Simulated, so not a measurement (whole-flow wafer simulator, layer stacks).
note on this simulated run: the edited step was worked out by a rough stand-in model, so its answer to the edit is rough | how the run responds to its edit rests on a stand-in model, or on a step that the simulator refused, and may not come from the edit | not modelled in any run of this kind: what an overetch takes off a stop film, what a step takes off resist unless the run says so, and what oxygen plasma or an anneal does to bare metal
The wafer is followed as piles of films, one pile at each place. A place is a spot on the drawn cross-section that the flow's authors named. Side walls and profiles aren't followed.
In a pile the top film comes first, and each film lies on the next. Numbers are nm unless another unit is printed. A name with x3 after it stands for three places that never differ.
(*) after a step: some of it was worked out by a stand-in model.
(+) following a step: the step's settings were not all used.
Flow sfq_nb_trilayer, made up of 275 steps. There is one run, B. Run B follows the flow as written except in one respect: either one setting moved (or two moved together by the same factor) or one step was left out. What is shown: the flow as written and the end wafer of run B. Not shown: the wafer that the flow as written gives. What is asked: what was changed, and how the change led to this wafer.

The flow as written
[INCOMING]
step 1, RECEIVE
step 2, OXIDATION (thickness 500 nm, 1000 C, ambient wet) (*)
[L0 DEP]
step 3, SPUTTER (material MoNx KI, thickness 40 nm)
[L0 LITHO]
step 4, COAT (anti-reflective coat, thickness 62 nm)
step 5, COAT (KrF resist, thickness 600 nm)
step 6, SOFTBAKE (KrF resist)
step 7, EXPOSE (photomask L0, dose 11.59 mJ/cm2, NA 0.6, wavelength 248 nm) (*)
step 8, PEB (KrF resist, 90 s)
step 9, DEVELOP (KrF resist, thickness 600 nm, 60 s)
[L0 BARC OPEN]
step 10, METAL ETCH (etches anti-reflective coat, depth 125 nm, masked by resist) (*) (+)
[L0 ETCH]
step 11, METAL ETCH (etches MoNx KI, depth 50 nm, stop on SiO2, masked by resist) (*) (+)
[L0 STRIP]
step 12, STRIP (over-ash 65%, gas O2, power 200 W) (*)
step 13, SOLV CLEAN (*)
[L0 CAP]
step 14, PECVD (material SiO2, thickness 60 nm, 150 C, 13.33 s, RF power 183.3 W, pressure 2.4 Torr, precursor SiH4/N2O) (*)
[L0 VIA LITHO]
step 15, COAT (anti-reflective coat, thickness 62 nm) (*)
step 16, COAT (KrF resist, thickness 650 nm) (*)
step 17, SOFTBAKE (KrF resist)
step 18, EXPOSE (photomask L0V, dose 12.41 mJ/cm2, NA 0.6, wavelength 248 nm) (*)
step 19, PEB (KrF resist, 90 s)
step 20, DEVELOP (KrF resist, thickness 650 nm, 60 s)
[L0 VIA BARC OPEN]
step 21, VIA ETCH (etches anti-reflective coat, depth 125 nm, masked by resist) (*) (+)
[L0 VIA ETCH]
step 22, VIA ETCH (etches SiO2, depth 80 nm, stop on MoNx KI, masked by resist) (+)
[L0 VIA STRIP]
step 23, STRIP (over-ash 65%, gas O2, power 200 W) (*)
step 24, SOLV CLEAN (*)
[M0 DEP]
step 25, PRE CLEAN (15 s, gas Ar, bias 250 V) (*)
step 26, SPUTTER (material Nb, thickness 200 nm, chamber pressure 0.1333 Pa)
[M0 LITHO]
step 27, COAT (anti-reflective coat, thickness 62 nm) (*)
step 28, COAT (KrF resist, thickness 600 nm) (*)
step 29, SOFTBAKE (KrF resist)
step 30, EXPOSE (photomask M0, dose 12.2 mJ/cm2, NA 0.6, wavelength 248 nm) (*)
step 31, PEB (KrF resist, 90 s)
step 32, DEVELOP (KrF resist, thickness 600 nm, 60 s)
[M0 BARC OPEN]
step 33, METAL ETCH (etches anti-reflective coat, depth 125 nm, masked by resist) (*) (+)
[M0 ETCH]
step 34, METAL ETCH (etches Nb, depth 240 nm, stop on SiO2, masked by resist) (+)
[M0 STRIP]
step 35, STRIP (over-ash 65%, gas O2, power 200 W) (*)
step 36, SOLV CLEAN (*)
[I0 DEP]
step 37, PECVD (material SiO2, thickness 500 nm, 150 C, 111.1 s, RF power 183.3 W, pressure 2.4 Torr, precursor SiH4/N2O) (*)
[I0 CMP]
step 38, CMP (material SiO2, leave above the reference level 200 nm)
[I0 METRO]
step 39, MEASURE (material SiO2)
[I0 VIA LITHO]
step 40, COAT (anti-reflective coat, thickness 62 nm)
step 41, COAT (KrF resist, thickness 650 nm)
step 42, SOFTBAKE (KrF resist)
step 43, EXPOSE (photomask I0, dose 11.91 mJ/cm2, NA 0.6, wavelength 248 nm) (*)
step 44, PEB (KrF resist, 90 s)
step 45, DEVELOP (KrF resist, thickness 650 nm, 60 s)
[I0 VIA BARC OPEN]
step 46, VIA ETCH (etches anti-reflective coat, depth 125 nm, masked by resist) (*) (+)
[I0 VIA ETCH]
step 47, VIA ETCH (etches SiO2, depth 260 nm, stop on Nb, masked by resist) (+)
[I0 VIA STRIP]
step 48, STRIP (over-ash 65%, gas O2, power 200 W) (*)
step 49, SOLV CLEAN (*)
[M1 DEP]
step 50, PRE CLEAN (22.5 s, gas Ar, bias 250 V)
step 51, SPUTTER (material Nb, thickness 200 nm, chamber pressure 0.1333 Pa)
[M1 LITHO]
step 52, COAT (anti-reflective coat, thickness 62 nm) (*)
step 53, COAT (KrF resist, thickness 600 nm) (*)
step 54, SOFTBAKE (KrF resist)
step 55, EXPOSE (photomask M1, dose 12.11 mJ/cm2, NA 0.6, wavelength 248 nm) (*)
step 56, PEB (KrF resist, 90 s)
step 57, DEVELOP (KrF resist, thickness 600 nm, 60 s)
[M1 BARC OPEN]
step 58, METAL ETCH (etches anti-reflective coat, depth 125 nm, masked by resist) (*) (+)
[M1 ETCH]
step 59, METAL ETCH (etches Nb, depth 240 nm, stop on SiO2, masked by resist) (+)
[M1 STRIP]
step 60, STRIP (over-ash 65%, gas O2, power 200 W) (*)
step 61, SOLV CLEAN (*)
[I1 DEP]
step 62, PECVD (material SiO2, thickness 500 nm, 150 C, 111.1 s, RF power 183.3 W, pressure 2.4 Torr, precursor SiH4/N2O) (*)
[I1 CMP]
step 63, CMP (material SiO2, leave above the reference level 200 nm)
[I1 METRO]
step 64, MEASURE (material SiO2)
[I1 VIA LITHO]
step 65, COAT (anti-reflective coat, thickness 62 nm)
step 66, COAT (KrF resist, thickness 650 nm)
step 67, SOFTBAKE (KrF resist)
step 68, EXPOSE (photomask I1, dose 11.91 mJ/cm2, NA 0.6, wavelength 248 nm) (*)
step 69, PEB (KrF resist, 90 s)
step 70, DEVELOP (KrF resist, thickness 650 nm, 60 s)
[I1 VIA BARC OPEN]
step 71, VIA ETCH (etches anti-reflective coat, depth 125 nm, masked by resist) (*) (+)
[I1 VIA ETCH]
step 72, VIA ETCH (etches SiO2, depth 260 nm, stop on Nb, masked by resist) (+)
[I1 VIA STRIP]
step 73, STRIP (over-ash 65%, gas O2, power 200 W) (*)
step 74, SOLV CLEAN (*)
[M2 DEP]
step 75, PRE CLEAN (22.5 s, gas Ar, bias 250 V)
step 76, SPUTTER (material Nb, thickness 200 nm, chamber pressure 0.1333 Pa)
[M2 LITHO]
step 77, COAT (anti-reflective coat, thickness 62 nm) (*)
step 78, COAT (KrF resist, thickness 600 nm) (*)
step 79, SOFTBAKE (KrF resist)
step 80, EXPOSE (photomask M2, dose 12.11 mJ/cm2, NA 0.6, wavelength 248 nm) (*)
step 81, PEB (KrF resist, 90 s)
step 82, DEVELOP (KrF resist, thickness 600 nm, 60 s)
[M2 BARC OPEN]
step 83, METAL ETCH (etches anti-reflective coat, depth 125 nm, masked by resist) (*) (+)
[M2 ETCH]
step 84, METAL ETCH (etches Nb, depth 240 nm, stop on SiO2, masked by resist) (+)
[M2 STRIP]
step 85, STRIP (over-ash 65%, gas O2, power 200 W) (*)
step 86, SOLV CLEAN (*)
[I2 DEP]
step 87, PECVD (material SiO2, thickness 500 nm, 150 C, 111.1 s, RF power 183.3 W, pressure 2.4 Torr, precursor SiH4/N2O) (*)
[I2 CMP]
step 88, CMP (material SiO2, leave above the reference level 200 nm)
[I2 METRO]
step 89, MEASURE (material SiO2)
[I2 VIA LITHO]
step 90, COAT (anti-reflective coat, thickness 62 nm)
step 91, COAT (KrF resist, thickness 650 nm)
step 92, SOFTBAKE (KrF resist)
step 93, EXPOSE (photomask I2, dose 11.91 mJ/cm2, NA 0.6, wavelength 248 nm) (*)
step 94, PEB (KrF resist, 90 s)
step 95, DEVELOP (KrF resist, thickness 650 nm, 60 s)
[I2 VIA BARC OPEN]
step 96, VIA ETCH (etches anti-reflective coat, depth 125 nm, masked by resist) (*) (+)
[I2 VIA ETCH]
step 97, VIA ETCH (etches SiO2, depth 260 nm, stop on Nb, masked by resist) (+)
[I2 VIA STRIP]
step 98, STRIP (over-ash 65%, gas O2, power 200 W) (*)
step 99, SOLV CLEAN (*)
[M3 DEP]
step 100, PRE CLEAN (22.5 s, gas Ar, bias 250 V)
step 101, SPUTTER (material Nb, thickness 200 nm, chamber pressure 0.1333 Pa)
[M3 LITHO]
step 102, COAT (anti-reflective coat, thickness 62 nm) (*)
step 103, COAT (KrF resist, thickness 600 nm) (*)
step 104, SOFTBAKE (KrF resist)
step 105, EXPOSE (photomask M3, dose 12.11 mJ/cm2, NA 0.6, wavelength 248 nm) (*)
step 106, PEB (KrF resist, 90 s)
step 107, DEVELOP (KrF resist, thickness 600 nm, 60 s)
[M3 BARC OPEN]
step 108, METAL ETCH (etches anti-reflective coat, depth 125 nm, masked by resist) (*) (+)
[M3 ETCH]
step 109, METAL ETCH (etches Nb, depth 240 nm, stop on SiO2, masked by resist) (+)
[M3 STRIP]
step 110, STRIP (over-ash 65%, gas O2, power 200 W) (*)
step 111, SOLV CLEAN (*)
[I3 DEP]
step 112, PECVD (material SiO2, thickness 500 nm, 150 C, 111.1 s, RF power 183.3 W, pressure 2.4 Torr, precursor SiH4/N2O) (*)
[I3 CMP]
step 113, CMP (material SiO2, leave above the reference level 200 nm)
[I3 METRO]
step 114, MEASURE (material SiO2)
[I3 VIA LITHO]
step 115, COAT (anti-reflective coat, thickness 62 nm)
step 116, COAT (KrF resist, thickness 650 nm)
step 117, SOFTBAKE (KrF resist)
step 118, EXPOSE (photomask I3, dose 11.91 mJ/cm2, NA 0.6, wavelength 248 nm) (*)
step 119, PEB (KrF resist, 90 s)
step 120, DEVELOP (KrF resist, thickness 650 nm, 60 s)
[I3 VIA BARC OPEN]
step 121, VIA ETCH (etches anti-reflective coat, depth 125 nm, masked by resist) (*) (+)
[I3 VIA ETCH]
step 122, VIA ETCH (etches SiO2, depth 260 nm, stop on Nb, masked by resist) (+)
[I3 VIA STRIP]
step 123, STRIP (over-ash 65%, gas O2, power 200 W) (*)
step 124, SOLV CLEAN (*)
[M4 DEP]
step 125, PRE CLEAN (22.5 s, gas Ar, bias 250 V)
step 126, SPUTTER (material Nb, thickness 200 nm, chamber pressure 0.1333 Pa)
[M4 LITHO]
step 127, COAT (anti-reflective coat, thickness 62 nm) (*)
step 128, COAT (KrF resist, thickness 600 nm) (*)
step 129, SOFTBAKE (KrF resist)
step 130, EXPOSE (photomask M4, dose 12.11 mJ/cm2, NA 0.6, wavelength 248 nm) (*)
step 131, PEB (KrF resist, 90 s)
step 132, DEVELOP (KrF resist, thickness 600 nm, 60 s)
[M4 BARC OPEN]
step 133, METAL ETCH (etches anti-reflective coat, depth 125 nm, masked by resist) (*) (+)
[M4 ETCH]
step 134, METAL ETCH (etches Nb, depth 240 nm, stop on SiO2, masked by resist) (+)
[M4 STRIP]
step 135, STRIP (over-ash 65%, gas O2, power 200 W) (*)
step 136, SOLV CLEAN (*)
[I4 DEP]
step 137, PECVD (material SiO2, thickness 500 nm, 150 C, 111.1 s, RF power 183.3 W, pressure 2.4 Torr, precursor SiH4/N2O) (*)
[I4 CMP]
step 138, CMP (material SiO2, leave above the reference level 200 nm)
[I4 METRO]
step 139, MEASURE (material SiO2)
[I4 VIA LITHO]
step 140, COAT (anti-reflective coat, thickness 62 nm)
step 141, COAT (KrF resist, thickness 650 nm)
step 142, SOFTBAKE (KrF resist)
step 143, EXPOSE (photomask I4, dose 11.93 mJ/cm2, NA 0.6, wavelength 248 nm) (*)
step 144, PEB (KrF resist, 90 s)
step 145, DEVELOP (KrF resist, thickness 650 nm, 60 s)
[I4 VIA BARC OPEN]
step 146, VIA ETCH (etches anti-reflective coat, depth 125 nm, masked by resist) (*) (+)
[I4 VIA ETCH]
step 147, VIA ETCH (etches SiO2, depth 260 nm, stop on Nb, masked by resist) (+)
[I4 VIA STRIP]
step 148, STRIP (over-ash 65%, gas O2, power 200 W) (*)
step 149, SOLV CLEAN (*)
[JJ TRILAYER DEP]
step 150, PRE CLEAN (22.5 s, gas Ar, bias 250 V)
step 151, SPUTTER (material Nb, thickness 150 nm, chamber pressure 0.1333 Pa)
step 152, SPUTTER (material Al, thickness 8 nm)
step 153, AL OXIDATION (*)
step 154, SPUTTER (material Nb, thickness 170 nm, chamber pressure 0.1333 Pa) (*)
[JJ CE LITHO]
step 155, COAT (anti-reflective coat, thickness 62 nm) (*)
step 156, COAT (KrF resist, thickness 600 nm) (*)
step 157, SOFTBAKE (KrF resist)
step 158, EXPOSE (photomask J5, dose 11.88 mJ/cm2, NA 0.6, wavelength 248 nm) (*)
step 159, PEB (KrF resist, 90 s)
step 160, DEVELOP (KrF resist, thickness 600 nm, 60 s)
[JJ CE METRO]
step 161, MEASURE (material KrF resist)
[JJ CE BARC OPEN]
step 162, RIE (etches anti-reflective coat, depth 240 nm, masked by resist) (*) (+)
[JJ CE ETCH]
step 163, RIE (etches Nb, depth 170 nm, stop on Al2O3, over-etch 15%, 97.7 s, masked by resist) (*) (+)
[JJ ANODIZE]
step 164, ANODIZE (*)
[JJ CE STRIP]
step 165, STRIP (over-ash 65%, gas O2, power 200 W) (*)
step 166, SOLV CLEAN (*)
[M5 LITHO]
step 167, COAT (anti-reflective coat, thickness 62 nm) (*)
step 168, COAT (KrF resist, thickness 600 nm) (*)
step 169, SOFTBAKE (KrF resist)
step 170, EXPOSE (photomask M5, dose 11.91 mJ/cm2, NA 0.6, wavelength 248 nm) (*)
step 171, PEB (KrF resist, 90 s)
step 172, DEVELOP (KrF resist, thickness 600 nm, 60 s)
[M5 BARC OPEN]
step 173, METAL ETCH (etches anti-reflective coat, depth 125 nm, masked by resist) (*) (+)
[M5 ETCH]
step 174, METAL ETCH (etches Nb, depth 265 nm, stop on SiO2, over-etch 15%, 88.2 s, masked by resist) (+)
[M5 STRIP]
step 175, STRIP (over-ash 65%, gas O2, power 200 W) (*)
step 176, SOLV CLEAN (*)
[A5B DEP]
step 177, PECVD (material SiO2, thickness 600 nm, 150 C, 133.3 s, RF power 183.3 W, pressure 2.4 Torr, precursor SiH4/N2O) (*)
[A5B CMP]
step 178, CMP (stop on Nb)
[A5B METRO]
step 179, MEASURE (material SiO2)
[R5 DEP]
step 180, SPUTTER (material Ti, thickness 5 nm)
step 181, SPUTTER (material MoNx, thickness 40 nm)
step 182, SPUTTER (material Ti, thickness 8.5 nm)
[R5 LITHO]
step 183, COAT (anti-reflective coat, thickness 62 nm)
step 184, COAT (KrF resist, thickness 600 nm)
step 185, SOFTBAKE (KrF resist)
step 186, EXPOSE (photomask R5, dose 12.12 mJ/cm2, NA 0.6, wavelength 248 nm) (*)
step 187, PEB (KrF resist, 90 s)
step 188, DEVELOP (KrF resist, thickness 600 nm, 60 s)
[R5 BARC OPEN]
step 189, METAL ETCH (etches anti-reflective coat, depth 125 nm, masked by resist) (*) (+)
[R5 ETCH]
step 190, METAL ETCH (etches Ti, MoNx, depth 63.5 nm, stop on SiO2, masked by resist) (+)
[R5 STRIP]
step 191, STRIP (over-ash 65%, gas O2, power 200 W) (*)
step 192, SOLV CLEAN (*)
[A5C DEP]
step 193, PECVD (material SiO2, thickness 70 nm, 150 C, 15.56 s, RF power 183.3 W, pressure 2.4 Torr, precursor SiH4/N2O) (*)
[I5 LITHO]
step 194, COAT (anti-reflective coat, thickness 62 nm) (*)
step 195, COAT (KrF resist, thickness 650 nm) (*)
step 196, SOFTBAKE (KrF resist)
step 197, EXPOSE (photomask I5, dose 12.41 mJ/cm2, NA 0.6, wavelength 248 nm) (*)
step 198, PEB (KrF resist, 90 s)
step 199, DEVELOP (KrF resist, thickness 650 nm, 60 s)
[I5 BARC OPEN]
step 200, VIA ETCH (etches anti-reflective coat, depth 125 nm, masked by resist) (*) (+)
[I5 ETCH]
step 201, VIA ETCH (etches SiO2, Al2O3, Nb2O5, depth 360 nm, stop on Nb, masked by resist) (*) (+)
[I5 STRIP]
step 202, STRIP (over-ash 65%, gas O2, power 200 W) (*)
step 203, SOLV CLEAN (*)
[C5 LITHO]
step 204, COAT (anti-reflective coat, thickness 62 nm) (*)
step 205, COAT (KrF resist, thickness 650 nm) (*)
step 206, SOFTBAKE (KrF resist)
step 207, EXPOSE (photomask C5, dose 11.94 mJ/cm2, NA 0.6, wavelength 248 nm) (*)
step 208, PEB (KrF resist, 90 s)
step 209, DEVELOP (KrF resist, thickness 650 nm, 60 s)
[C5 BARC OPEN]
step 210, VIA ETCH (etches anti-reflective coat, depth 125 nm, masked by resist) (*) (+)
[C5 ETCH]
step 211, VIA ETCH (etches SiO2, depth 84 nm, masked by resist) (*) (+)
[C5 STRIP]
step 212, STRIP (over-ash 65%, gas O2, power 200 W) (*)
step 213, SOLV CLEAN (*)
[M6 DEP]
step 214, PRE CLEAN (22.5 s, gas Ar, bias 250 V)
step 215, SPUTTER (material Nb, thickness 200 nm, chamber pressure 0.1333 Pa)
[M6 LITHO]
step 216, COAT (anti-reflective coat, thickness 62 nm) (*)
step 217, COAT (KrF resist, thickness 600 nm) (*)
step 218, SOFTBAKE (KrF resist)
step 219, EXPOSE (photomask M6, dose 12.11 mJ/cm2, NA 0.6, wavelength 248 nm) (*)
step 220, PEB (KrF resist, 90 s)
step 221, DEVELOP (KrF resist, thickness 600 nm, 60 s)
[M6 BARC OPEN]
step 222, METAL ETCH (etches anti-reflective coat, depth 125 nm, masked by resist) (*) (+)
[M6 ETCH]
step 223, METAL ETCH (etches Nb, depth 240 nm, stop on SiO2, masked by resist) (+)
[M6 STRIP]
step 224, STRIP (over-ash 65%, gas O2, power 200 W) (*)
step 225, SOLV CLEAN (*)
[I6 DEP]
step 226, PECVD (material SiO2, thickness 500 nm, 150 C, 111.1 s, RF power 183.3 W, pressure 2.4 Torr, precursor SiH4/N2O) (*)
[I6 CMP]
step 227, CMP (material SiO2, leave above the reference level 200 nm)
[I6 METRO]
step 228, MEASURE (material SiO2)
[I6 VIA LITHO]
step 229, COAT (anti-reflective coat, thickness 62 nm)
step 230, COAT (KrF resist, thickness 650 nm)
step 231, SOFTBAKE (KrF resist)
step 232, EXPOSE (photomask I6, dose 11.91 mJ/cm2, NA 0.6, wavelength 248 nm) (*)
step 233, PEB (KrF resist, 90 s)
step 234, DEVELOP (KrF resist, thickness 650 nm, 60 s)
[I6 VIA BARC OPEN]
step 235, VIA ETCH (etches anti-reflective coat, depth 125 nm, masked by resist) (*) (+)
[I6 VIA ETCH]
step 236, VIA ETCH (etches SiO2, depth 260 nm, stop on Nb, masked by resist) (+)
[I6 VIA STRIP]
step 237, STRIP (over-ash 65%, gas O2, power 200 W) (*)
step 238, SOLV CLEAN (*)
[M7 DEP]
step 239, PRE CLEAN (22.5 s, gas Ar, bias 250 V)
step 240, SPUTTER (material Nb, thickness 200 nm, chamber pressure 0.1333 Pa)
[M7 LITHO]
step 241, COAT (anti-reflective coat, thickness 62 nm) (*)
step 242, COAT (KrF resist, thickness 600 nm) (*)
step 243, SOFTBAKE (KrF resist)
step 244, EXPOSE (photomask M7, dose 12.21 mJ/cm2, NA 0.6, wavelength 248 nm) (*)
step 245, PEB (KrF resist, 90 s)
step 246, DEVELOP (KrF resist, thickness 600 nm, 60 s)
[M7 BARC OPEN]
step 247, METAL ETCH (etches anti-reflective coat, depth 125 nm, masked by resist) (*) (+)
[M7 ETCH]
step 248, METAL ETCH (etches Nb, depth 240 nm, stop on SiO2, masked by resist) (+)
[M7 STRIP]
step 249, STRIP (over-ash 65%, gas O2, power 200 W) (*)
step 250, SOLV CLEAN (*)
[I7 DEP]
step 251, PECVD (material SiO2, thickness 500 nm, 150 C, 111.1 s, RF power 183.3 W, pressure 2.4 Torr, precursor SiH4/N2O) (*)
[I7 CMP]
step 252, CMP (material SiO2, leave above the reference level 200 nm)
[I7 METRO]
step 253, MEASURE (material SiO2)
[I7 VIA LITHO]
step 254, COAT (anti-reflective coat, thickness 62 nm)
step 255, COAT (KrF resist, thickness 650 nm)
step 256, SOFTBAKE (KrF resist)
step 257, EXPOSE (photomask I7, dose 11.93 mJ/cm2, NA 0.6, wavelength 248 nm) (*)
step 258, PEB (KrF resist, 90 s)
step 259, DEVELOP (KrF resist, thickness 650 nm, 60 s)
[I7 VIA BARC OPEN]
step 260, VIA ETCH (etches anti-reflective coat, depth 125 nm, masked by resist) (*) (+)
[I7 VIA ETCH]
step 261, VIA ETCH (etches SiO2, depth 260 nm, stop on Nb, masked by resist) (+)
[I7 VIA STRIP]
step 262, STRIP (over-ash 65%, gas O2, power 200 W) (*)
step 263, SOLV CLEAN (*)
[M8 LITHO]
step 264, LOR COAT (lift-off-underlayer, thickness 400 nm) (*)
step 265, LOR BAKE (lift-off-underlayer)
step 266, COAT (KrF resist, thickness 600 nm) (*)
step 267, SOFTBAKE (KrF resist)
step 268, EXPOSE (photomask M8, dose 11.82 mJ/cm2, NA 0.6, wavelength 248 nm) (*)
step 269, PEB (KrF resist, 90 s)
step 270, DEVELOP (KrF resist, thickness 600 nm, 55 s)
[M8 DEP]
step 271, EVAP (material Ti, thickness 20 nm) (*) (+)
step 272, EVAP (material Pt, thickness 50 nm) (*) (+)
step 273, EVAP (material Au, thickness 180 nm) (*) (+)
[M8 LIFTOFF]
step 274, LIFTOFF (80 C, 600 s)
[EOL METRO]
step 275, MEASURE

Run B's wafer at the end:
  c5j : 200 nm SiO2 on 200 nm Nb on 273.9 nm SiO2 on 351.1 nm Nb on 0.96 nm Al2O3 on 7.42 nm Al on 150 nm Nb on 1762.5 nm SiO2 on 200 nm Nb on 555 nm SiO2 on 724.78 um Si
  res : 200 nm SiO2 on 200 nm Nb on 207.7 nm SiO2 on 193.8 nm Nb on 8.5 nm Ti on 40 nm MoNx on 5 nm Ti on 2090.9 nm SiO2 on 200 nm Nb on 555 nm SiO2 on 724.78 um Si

What caused this: step 211, VIA ETCH: depth 62.2 nm was run, though the flow has depth 84 nm.

How this came from the change, step by step:
  step 211, VIA ETCH (etches SiO2, depth 84 nm, masked by resist) (*) (+)
      c5j: SiO2 loses 62.2 (it would be, as written: SiO2 loses 69.9 (all of it), Nb loses 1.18)
      res: SiO2 loses 62.2 (it would be, as written: SiO2 loses 69.9 (all of it))
      (as well as at 104 more places)
  step 214, PRE CLEAN (22.5 s, gas Ar, bias 250 V)
      c5j: SiO2 loses 7.69 (all of it) (it would be, as written: Nb loses 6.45)
      res: SiO2 loses 7.66 (all of it) (it would be, as written: Ti loses 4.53)
  step 216, COAT (anti-reflective coat, thickness 62 nm) (*)
      ce_l: anti-reflective coat gains 50 (new film) (it would be, as written: anti-reflective coat gains 48 (new film))
      c5j: anti-reflective coat gains 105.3 (new film) (it would be, as written: anti-reflective coat gains 110.7 (new film))
      (as well as at 2 more places)
  step 224, STRIP (over-ash 65%, gas O2, power 200 W) (*)
      ce_l: KrF resist loses 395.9 (all of it), anti-reflective coat loses 50 (all of it) (it would be, as written: KrF resist loses 397.1 (all of it), anti-reflective coat loses 48 (all of it))
      c5j: KrF resist loses 414.4 (all of it), anti-reflective coat loses 105.3 (all of it) (it would be, as written: KrF resist loses 418.3 (all of it), anti-reflective coat loses 110.7 (all of it))
      (as well as at 2 more places)
  step 226, PECVD (material SiO2, thickness 500 nm, 150 C, 111.1 s, RF power 183.3 W, pressure 2.4 Torr, precursor SiH4/N2O) (*)
      c5j: SiO2 gains 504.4 (new film) (it would be, as written: SiO2 gains 514.7 (new film))
